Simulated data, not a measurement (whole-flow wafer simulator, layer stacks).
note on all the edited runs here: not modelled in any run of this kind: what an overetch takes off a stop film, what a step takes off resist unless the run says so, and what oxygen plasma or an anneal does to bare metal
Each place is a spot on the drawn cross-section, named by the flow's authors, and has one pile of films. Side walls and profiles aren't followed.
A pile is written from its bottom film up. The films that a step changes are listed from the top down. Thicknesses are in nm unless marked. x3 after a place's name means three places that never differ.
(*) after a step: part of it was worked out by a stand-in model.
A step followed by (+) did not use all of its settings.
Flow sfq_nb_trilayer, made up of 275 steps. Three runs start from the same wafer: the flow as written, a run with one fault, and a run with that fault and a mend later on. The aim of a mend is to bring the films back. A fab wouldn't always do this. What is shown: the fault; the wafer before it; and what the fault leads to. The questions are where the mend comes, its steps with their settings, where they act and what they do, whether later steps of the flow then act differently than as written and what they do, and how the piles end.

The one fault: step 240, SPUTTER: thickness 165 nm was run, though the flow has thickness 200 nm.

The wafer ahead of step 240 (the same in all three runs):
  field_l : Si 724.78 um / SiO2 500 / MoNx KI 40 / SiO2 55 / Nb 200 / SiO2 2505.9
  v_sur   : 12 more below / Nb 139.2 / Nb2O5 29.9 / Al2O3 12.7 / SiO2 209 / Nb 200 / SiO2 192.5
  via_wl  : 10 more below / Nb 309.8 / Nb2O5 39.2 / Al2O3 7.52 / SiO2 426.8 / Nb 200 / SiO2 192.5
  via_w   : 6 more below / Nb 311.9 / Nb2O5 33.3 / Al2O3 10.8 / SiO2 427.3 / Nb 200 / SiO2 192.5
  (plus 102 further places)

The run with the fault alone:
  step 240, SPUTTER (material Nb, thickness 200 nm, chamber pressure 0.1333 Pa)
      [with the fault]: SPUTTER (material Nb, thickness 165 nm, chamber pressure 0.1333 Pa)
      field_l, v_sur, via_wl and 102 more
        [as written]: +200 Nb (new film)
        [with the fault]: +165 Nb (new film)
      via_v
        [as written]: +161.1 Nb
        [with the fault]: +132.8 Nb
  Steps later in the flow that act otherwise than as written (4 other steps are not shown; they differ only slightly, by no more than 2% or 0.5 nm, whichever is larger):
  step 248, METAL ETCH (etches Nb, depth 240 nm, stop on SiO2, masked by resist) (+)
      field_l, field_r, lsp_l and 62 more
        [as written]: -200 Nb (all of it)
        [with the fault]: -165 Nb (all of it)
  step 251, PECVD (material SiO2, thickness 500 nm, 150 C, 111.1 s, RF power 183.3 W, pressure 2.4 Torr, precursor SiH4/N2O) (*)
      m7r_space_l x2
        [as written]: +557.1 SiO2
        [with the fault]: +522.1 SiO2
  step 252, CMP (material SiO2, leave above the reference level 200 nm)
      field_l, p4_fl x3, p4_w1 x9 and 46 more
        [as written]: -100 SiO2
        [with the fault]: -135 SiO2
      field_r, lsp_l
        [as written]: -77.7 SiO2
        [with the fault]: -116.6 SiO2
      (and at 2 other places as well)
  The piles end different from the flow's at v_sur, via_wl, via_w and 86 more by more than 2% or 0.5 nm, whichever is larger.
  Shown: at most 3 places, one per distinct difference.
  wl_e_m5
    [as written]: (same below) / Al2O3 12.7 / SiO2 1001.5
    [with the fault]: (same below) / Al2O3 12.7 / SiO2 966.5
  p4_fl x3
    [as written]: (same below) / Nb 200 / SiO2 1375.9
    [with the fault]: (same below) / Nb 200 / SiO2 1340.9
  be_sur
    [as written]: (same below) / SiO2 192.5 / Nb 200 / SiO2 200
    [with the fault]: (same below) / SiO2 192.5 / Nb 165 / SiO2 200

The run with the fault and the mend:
  After step 240 comes the mend.
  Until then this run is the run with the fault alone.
  step 240a, SPUTTER (material Nb, thickness 35 nm, chamber pressure 0.1333 Pa) (the flow's step 240, run once more with other settings)
      field_l, v_sur, via_wl and 102 more
        +35 Nb
      via_v
        +25.5 Nb
  None of the later steps of the flow differs from how it acts as written, at any place that is followed, by more than 2% or 0.5 nm, whichever is larger.
  At the end the piles are close to the flow's at the places that both follow, differing by at most 2% or 0.5 nm, whichever is larger.
